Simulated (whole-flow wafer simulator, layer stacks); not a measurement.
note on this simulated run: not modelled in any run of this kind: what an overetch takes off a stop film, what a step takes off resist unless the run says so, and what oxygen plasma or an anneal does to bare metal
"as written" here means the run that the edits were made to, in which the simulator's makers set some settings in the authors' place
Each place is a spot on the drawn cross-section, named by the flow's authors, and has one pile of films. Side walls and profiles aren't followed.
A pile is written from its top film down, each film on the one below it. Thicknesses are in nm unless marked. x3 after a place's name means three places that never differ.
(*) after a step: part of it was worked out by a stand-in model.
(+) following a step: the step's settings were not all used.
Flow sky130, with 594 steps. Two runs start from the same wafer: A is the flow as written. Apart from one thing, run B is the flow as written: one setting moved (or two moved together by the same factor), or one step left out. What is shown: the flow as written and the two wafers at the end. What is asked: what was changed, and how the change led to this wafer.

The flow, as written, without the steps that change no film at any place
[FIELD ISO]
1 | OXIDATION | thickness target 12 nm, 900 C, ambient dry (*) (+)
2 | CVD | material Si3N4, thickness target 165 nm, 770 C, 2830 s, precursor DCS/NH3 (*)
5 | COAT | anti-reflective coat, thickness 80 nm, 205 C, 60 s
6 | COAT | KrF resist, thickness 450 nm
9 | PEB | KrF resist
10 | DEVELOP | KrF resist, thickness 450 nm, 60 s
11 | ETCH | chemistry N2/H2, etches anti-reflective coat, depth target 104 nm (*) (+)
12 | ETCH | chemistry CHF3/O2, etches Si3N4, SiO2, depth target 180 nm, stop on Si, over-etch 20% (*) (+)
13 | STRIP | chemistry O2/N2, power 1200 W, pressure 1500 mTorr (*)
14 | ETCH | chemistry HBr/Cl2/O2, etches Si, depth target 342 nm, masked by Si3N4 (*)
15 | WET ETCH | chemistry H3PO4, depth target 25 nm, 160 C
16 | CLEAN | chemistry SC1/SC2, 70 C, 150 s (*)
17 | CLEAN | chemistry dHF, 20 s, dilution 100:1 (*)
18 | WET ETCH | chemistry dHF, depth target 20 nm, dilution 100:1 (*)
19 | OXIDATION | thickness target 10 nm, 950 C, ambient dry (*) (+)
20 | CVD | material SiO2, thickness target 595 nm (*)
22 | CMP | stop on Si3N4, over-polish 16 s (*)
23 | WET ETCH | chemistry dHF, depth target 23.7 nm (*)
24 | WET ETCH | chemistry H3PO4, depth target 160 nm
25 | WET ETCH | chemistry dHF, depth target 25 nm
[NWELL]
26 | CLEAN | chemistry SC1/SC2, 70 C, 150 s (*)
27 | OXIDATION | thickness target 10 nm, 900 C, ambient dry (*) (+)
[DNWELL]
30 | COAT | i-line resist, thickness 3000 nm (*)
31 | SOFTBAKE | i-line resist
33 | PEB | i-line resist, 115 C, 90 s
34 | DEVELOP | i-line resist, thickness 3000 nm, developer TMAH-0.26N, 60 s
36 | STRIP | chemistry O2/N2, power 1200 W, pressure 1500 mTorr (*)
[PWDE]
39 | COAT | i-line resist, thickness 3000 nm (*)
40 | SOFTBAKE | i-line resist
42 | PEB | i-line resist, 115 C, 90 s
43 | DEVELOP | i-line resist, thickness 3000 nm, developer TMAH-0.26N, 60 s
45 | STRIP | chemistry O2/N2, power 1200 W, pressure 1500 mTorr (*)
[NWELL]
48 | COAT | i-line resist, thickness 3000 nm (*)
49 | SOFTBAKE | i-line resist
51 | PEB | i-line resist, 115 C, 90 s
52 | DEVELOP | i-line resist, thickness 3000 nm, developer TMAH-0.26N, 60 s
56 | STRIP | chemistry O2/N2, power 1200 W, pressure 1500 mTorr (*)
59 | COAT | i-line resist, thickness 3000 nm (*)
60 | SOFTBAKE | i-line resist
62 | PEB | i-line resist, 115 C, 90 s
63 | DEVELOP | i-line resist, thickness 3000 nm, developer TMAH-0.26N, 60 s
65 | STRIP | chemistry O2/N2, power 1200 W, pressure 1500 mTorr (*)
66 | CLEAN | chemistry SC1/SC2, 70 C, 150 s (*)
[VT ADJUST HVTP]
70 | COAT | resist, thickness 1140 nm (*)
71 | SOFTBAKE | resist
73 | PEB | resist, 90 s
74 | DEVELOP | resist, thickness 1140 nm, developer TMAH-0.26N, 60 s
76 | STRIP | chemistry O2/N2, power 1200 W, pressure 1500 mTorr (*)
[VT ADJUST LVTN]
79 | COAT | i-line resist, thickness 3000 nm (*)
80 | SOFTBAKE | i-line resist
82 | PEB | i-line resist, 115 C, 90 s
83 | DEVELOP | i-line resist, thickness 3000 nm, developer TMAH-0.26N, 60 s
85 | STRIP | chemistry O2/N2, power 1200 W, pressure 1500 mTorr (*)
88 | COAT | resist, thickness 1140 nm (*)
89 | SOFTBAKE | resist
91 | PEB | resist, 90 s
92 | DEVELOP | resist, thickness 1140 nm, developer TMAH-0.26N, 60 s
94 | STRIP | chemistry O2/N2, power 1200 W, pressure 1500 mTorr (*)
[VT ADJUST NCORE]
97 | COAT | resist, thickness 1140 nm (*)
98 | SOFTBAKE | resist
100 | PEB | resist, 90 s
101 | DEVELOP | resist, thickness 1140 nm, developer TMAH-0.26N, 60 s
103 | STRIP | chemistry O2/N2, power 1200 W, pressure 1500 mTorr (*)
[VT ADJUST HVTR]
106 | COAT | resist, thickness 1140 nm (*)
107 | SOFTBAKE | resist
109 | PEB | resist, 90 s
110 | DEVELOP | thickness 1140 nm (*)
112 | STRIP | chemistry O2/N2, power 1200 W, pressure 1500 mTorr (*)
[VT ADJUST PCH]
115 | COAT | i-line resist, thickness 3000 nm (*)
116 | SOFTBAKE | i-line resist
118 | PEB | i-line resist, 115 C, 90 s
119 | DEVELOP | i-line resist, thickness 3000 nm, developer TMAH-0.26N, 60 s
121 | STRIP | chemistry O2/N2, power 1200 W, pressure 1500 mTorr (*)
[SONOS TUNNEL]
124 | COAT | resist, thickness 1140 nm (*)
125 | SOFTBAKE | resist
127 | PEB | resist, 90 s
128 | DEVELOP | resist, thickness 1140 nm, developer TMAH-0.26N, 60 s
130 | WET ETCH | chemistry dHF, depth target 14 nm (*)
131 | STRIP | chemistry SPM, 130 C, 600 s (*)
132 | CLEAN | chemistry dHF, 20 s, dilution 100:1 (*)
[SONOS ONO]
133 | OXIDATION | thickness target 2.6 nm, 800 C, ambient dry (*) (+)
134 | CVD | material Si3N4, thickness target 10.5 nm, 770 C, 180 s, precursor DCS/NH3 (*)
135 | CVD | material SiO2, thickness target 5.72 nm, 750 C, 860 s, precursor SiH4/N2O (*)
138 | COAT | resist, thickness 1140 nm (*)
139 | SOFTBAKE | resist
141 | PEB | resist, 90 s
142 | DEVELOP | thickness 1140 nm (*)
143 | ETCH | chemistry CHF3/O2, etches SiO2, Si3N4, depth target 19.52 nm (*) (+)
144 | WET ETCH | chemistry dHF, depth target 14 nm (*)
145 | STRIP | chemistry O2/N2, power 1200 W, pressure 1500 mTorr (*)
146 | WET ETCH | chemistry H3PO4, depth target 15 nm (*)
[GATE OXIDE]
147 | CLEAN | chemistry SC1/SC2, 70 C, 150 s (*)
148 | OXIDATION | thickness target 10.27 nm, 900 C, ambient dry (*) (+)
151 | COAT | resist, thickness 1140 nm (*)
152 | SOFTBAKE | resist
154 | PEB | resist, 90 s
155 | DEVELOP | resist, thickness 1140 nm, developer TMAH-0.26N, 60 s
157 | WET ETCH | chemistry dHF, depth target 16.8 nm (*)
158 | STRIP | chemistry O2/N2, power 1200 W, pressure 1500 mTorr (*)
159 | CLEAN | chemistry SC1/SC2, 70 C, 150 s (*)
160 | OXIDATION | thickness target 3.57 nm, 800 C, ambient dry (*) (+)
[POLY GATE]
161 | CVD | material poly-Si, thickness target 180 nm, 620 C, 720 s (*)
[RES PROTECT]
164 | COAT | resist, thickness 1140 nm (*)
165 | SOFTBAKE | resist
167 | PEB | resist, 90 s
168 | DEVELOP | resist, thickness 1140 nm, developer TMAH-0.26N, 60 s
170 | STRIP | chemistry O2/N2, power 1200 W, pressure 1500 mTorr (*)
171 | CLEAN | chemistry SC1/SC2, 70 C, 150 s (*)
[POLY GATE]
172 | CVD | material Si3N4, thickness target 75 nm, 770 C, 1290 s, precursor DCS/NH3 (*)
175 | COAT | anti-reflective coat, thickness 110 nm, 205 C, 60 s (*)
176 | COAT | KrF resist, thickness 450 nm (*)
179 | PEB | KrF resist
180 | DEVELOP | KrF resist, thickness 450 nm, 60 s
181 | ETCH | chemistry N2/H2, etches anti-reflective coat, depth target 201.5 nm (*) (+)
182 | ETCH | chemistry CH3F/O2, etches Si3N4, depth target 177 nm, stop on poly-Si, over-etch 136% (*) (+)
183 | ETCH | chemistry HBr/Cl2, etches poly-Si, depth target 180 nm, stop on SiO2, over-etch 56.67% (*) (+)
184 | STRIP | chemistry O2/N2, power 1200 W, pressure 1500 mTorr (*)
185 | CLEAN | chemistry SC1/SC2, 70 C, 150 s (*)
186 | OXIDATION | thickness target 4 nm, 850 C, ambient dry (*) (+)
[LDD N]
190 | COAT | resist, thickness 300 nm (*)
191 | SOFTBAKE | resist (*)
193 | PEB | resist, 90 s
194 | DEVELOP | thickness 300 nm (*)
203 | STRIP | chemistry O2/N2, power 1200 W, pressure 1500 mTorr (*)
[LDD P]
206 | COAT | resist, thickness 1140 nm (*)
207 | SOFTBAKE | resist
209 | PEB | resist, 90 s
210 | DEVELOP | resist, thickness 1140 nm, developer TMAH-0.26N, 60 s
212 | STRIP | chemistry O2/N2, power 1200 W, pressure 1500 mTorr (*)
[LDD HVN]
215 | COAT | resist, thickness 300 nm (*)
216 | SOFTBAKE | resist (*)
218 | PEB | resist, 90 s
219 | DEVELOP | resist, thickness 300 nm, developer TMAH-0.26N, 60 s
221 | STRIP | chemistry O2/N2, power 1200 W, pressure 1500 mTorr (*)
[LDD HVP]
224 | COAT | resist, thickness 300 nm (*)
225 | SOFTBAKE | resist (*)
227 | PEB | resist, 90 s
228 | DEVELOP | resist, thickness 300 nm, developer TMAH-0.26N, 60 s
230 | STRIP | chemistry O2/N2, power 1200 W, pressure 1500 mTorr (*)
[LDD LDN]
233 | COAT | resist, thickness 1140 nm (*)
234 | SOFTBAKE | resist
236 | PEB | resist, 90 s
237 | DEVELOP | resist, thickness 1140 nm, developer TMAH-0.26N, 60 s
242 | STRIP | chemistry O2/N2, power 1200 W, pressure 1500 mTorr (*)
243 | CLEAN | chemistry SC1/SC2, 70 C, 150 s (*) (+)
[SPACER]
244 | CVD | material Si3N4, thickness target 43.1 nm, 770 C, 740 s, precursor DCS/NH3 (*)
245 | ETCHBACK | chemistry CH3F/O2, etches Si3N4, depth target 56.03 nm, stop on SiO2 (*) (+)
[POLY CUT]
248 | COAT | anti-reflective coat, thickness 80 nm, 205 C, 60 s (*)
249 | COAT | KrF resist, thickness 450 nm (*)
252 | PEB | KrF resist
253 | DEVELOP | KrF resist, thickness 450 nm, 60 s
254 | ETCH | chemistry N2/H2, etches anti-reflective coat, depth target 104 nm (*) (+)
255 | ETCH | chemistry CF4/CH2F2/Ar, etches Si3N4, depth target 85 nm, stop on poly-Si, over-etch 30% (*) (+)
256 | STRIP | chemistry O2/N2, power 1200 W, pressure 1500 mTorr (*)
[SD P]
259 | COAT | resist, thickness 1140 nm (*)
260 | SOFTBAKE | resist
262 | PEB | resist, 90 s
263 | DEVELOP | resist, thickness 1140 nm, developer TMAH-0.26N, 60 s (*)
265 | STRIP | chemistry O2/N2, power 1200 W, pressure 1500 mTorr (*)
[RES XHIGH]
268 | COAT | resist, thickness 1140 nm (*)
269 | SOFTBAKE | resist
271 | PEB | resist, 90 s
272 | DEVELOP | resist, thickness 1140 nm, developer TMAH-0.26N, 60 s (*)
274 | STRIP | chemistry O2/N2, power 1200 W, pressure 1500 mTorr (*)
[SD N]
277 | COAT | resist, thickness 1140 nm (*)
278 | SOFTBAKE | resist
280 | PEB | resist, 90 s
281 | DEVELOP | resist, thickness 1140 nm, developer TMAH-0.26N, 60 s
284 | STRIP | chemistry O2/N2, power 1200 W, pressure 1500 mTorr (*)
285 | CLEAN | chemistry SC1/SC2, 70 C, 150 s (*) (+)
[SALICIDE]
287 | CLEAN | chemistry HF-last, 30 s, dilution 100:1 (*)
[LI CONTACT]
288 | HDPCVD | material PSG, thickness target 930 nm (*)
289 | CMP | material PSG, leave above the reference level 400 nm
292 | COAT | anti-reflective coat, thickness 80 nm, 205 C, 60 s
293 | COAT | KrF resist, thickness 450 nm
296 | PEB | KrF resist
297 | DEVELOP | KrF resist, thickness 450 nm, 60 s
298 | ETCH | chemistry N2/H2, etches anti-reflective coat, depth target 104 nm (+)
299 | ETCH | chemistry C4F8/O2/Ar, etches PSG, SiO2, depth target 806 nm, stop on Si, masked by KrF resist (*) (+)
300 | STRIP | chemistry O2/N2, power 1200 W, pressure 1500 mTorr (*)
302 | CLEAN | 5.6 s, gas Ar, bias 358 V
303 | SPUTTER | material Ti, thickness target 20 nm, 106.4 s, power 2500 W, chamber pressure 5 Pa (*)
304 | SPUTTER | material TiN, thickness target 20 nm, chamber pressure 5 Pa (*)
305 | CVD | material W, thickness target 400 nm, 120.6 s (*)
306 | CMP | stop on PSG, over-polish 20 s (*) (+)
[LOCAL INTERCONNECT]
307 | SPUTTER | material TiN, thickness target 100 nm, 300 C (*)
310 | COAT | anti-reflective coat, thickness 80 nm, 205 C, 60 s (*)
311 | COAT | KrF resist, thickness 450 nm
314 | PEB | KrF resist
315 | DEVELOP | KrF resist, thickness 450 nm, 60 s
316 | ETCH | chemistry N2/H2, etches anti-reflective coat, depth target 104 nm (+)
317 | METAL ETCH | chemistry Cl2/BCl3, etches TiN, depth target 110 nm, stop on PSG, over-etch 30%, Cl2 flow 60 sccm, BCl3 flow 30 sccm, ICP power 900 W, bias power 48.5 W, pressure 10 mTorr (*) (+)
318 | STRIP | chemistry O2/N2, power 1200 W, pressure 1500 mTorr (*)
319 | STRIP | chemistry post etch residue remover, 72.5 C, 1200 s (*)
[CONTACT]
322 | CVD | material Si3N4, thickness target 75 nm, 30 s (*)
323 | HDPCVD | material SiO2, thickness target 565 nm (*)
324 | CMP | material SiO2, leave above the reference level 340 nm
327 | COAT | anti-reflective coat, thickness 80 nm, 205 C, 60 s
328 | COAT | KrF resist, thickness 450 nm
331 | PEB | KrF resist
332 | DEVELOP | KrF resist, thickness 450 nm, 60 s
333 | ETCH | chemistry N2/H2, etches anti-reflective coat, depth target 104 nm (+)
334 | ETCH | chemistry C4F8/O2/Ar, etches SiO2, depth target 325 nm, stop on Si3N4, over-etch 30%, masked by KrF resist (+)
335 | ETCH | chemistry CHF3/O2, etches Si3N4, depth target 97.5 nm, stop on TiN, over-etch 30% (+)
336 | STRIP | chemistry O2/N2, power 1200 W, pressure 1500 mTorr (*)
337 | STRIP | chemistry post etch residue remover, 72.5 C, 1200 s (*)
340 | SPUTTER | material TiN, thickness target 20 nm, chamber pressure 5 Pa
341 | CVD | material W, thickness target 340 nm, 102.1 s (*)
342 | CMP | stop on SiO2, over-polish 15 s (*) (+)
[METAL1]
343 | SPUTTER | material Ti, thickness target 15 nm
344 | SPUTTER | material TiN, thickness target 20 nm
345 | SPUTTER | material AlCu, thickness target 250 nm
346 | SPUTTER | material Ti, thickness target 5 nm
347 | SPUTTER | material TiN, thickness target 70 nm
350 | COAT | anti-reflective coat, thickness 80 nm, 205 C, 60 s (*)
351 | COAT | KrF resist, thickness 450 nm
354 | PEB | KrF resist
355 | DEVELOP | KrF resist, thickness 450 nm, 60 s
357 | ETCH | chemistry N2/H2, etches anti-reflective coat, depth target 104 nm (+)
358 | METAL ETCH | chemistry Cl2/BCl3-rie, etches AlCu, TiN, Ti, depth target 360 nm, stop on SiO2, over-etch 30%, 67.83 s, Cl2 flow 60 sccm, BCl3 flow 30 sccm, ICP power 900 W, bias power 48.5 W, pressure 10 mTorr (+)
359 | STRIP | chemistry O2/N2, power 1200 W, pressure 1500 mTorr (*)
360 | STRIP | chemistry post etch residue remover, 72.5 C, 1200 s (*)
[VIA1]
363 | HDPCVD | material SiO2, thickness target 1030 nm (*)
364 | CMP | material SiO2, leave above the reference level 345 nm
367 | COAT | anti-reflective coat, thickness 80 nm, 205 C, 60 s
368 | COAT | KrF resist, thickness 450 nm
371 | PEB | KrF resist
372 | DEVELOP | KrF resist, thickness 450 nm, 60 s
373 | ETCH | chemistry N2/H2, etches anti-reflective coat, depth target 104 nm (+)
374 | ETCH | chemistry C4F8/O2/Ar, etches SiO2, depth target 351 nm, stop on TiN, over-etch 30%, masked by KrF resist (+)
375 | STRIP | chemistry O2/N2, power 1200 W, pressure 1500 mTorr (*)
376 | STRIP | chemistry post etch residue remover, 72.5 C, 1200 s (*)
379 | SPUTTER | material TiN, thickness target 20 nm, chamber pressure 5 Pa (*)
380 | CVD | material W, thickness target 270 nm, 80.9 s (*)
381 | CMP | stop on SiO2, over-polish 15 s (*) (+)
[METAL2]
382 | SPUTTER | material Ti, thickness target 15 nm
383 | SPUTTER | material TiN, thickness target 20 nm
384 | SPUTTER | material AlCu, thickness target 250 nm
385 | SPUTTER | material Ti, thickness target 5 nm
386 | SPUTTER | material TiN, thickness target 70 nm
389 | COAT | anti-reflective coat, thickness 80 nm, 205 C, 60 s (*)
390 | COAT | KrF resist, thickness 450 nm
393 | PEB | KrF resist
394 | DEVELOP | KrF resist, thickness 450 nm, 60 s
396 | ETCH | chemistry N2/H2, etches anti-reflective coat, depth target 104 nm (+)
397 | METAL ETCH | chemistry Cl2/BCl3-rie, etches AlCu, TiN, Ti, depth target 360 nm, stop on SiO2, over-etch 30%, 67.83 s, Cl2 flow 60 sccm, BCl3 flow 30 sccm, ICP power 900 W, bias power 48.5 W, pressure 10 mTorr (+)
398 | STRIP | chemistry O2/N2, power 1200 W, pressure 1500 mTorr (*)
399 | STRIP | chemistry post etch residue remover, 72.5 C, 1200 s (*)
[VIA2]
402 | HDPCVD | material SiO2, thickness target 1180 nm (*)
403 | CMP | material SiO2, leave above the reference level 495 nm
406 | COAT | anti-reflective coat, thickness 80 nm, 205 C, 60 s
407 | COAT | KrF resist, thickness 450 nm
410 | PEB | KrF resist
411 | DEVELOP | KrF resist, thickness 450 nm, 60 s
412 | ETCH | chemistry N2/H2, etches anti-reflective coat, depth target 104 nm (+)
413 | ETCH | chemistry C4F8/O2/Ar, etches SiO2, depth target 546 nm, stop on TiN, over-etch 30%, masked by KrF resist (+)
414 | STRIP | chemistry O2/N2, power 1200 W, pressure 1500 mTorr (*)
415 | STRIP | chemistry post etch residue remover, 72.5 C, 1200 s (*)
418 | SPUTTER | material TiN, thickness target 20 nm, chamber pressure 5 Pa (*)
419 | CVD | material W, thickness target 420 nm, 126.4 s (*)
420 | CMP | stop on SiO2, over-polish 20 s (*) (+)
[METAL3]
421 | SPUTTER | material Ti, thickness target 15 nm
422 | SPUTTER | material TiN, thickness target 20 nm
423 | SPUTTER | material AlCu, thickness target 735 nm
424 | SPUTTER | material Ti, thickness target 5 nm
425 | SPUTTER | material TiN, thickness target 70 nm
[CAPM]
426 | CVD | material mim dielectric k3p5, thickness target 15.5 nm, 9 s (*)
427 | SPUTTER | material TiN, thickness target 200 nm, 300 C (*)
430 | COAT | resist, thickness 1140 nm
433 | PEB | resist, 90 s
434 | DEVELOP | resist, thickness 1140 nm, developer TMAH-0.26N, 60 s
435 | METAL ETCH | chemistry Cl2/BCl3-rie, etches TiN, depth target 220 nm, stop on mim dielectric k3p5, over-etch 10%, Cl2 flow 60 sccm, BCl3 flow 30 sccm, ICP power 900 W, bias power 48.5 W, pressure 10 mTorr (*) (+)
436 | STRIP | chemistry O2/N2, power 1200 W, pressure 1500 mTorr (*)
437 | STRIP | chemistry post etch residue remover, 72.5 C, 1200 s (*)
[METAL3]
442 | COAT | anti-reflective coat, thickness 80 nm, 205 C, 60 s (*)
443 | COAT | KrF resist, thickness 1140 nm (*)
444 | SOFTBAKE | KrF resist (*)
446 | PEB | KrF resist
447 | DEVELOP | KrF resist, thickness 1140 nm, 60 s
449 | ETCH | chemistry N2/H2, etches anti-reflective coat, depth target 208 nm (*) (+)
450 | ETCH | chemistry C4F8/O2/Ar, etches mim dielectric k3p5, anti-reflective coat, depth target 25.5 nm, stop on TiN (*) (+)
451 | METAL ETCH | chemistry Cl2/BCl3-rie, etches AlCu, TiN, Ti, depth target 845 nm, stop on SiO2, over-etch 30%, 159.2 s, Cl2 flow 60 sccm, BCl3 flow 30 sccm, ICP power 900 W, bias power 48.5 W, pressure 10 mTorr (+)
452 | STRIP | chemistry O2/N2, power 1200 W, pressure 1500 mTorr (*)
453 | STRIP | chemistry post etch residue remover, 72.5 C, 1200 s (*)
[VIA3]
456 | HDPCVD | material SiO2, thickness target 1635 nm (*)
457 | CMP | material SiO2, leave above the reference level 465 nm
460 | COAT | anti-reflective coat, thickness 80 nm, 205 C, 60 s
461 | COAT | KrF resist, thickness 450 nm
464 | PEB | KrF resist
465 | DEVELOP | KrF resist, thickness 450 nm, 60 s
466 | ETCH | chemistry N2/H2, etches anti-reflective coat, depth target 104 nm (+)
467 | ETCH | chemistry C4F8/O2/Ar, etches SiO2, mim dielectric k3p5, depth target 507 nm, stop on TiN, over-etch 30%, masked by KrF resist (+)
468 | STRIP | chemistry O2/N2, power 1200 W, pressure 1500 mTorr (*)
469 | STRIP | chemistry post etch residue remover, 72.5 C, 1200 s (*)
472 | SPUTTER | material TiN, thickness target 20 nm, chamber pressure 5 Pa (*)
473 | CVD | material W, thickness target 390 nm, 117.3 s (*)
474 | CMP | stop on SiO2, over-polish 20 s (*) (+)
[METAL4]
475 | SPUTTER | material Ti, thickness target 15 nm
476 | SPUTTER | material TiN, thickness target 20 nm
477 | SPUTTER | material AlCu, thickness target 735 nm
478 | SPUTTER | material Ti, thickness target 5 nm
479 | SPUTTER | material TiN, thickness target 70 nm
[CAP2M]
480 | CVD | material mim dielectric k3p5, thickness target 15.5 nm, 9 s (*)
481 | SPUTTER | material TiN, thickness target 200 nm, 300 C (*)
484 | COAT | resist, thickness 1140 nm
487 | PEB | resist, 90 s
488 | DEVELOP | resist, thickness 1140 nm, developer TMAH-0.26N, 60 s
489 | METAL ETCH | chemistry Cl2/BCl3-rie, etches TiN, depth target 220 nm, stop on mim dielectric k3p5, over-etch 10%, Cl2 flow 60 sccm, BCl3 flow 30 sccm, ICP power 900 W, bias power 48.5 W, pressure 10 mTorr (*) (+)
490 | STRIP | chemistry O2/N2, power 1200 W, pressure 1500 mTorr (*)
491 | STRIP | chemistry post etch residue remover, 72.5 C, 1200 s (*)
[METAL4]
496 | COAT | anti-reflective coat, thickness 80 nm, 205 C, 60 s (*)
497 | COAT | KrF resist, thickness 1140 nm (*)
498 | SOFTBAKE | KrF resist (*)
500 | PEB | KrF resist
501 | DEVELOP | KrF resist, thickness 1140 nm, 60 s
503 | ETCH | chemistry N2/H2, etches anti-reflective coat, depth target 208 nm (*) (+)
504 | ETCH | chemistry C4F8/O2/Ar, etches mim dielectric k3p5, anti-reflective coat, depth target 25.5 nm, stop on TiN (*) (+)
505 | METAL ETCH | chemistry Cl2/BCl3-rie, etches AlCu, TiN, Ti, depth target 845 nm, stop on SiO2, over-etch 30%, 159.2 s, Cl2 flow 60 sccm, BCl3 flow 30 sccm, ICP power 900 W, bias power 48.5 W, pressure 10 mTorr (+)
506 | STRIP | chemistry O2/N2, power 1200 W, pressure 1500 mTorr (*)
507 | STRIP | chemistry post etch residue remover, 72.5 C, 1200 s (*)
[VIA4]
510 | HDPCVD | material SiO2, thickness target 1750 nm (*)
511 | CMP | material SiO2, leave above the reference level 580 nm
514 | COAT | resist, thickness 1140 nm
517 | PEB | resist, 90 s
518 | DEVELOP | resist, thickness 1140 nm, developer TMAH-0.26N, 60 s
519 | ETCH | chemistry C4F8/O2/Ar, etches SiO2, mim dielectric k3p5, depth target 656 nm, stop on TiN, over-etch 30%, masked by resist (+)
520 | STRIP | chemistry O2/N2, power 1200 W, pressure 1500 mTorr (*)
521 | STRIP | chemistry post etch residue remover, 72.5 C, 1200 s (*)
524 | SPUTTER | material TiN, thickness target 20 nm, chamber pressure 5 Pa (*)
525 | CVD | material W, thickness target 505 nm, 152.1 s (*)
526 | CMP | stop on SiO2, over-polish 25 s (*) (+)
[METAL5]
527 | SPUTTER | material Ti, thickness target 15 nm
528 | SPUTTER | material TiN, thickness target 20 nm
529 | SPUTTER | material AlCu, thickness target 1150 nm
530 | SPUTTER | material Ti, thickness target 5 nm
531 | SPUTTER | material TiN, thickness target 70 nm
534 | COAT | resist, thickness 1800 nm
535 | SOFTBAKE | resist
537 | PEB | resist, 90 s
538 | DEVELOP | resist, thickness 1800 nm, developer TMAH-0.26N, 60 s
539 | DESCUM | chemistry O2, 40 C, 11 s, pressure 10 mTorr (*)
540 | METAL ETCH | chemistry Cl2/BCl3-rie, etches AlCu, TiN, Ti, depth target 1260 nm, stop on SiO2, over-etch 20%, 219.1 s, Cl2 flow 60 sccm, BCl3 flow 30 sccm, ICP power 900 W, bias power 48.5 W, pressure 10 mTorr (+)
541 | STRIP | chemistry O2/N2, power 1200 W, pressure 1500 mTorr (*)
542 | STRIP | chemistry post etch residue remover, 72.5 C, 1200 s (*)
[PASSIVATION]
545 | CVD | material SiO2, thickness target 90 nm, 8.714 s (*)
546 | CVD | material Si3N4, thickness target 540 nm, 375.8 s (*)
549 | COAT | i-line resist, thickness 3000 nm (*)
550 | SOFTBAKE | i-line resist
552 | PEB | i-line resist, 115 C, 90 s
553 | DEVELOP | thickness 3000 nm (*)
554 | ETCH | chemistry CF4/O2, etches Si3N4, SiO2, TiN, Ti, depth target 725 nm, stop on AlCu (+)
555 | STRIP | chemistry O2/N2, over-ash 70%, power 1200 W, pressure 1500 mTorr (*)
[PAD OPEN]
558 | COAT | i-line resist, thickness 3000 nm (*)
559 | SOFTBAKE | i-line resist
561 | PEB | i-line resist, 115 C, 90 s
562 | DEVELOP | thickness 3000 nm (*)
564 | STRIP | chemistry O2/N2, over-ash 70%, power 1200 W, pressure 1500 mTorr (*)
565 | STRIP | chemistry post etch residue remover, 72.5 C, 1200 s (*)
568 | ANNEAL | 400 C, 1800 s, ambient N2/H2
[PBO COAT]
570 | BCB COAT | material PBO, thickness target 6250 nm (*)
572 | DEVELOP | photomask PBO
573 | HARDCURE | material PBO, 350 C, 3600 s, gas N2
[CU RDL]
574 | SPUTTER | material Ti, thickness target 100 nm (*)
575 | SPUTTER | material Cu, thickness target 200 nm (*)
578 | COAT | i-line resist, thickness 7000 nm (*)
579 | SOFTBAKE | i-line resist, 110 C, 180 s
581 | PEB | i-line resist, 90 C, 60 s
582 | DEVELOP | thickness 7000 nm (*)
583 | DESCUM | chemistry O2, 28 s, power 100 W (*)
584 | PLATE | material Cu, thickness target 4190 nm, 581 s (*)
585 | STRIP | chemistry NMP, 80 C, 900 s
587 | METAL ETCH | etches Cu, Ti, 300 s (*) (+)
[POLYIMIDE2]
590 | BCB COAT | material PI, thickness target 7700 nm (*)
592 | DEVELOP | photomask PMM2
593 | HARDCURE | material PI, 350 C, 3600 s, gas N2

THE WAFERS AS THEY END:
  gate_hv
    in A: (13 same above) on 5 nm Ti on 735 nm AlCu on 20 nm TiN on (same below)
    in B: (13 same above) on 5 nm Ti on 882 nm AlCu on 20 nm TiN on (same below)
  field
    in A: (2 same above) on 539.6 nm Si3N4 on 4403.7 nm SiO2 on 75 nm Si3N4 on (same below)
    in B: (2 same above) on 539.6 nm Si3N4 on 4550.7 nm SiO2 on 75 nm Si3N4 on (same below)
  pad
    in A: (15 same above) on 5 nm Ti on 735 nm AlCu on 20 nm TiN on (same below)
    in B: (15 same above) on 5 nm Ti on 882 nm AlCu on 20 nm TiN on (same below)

What caused this: step 423, SPUTTER: thickness target 882 nm was run, while the flow as written has thickness target 735 nm.
The wafer itself shows it: gate_hv has AlCu 882, and step 423 as written asks for 735 nm.

How this came from the change, step by step:
  423 | SPUTTER | material AlCu, thickness target 735 nm
      field, active, n_well and 188 more: A AlCu gains 735 (new film) | B AlCu gains 882 (new film)
  451 | METAL ETCH | chemistry Cl2/BCl3-rie, etches AlCu, TiN, Ti, depth target 845 nm, stop on SiO2, over-etch 30%, 159.2 s, Cl2 flow 60 sccm, BCl3 flow 30 sccm, ICP power 900 W, bias power 48.5 W, pressure 10 mTorr (+)
      field, active, gate and 62 more: A TiN loses 70 (all of it), Ti loses 5 (all of it), AlCu loses 735 (all of it), TiN loses 20 (all of it), Ti loses 15 (all of it), SiO2 loses 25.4 | B TiN loses 70 (all of it), Ti loses 5 (all of it), AlCu loses 882 (all of it), TiN loses 20 (all of it), Ti loses 15 (all of it), SiO2 loses 10.6
      vpp_ln, vpp_iso2, ndiff_ln, ndiff_cd, via1_hole, via1_enc, via_li1, m2_ln_cd: A TiN loses 70 (all of it), Ti loses 5 (all of it), AlCu loses 735 (all of it), TiN loses 20 (all of it), Ti loses 15 (all of it), SiO2 loses 25.3 | B TiN loses 70 (all of it), Ti loses 5 (all of it), AlCu loses 882 (all of it), TiN loses 20 (all of it), Ti loses 15 (all of it), SiO2 loses 10.6
      (also at 12 further places)
  457 | CMP | material SiO2, leave above the reference level 465 nm
      field, active, gate and 82 more: A SiO2 loses 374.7 | B SiO2 loses 242.3
